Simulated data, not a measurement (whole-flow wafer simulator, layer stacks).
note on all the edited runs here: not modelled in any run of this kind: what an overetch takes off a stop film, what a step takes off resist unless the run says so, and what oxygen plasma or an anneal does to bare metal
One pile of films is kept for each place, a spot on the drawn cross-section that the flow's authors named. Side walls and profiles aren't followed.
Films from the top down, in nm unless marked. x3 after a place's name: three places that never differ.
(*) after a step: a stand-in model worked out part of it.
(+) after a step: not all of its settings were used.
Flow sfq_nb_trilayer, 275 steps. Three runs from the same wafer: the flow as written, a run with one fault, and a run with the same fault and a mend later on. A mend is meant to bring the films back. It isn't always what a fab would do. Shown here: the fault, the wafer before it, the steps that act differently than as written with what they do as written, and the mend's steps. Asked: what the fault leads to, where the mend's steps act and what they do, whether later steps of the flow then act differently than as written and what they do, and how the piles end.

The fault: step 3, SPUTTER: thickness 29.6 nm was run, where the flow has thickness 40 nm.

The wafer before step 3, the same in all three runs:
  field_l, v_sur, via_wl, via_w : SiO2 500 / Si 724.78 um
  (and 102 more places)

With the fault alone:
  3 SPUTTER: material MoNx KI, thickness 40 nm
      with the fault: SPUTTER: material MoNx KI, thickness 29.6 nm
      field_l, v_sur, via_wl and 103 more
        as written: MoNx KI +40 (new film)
        with the fault: MoNx KI +29.6 (new film)
  Later steps of the flow that act differently than as written (9 more steps differ only slightly, by at most 2% or 0.5 nm, whichever is larger, and aren't shown):
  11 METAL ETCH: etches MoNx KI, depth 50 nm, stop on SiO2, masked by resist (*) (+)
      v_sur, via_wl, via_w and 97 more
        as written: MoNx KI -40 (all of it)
        with the fault: MoNx KI -29.6 (all of it)
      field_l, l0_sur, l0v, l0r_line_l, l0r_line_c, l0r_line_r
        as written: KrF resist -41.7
        with the fault: KrF resist -37
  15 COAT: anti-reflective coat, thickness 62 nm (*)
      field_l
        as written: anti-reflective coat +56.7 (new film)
        with the fault: anti-reflective coat +57.9 (new film)
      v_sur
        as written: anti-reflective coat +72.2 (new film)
        with the fault: anti-reflective coat +69.6 (new film)
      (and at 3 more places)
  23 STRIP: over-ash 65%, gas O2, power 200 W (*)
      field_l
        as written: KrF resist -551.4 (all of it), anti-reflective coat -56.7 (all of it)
        with the fault: KrF resist -553.6 (all of it), anti-reflective coat -57.9 (all of it)
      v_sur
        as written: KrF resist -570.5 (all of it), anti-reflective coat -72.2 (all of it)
        with the fault: KrF resist -567.5 (all of it), anti-reflective coat -69.6 (all of it)
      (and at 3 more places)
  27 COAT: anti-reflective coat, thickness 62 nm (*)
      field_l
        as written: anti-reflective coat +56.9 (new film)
        with the fault: anti-reflective coat +58.1 (new film)
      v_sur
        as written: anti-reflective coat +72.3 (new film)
        with the fault: anti-reflective coat +69.7 (new film)
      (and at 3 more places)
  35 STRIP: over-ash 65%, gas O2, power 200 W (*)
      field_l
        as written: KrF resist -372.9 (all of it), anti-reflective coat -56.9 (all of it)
        with the fault: KrF resist -375.4 (all of it), anti-reflective coat -58.1 (all of it)
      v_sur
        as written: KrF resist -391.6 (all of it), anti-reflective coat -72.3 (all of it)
        with the fault: KrF resist -389 (all of it), anti-reflective coat -69.7 (all of it)
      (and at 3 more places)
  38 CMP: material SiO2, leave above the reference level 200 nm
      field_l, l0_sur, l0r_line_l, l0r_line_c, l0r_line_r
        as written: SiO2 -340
        with the fault: SiO2 -329.6
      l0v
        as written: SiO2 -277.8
        with the fault: SiO2 -267.4
  At the end the piles differ from the flow's by more than 2% or 0.5 nm, whichever is larger, at field_l, l0_sur, l0v, l0r_line_l, l0r_line_c, l0r_line_r.
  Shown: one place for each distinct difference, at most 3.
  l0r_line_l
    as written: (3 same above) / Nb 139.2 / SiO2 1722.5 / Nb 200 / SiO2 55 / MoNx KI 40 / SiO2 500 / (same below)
    with the fault: (3 same above) / Nb 139.2 / SiO2 1732.9 / Nb 200 / SiO2 55 / MoNx KI 29.6 / SiO2 500 / (same below)
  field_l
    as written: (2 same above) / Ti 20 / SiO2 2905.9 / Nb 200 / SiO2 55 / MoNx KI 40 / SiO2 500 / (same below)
    with the fault: (2 same above) / Ti 20 / SiO2 2916.3 / Nb 200 / SiO2 55 / MoNx KI 29.6 / SiO2 500 / (same below)
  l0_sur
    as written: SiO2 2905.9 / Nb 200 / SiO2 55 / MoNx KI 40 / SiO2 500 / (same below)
    with the fault: SiO2 2916.3 / Nb 200 / SiO2 55 / MoNx KI 29.6 / SiO2 500 / (same below)

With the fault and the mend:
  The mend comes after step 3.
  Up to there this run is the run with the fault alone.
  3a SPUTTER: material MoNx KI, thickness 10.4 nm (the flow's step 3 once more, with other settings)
      field_l, v_sur, via_wl and 103 more
        MoNx KI +10.4
  No later step of the flow acts differently than as written at any place that is followed.
  At the end the piles are the same as the flow's at every place that both follow.
